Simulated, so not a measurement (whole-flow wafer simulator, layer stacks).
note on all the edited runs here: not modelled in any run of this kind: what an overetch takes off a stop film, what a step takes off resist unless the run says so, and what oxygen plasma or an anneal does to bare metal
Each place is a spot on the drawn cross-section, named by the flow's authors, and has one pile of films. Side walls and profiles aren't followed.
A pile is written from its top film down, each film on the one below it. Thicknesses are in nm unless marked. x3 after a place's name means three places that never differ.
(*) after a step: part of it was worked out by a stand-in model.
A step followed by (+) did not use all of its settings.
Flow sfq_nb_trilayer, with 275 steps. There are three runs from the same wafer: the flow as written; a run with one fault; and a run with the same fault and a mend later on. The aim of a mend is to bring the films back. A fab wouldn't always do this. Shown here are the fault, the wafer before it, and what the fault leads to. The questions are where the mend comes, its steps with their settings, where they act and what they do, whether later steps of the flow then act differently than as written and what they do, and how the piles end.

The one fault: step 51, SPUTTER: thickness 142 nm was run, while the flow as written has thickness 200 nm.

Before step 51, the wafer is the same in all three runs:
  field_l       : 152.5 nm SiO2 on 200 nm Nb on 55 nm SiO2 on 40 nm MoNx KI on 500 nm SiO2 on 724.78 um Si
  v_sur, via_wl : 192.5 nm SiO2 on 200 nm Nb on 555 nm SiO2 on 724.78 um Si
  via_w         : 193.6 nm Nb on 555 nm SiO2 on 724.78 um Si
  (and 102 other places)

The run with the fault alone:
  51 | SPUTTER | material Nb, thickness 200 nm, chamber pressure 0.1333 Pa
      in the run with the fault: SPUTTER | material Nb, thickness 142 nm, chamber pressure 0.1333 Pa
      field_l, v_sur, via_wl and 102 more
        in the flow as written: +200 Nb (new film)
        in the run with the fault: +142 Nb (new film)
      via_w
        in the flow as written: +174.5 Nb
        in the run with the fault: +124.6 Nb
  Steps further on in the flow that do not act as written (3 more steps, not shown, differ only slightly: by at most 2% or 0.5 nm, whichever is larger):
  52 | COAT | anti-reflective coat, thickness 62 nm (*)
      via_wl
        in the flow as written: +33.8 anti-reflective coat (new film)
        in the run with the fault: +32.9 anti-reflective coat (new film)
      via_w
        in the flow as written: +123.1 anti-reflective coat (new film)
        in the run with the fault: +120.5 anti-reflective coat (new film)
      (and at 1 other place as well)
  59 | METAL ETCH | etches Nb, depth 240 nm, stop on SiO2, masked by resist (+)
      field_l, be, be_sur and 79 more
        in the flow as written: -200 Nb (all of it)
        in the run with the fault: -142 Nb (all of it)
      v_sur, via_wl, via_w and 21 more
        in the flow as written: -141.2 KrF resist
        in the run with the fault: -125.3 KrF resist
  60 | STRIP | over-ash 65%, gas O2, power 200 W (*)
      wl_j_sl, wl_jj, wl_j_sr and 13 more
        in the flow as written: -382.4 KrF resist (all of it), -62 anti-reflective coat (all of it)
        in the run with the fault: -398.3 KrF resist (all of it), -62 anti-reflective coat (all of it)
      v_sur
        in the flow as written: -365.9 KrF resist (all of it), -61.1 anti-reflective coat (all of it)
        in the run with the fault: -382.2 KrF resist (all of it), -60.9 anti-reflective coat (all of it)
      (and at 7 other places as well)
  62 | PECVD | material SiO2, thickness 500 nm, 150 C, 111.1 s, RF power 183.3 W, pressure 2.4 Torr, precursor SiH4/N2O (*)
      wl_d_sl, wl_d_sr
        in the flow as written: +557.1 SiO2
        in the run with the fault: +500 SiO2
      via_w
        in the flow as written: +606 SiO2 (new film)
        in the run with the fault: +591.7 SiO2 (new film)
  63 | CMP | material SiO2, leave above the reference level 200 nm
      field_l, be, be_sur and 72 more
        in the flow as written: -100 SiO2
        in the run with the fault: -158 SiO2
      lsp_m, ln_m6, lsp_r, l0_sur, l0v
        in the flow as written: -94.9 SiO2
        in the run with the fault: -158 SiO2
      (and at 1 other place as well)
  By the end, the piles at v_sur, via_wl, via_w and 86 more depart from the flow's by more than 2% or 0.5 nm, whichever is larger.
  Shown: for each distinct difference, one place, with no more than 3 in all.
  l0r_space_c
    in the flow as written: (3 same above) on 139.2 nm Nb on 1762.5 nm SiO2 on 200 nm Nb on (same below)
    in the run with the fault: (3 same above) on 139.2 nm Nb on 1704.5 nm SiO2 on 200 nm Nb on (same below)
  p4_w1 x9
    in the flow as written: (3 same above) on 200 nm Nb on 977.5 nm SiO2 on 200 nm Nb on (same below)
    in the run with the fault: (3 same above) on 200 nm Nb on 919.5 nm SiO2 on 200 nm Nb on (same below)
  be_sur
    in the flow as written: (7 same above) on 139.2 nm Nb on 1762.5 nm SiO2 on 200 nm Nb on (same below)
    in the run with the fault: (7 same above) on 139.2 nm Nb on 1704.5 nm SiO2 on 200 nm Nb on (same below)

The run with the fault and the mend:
  After step 51 comes the mend.
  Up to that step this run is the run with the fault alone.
  51a | SPUTTER | material Nb, thickness 58 nm, chamber pressure 0.1333 Pa (the flow's step 51, run once more with other settings)
      field_l, v_sur, via_wl and 102 more
        +58 Nb
      via_w
        +46.1 Nb
  None of the later steps of the flow differs from how it acts as written, at any place that is followed, by more than 2% or 0.5 nm, whichever is larger.
  When the end is reached, the piles differ only a little from the flow's at the places that both follow, at most by 2% or 0.5 nm, whichever is larger.
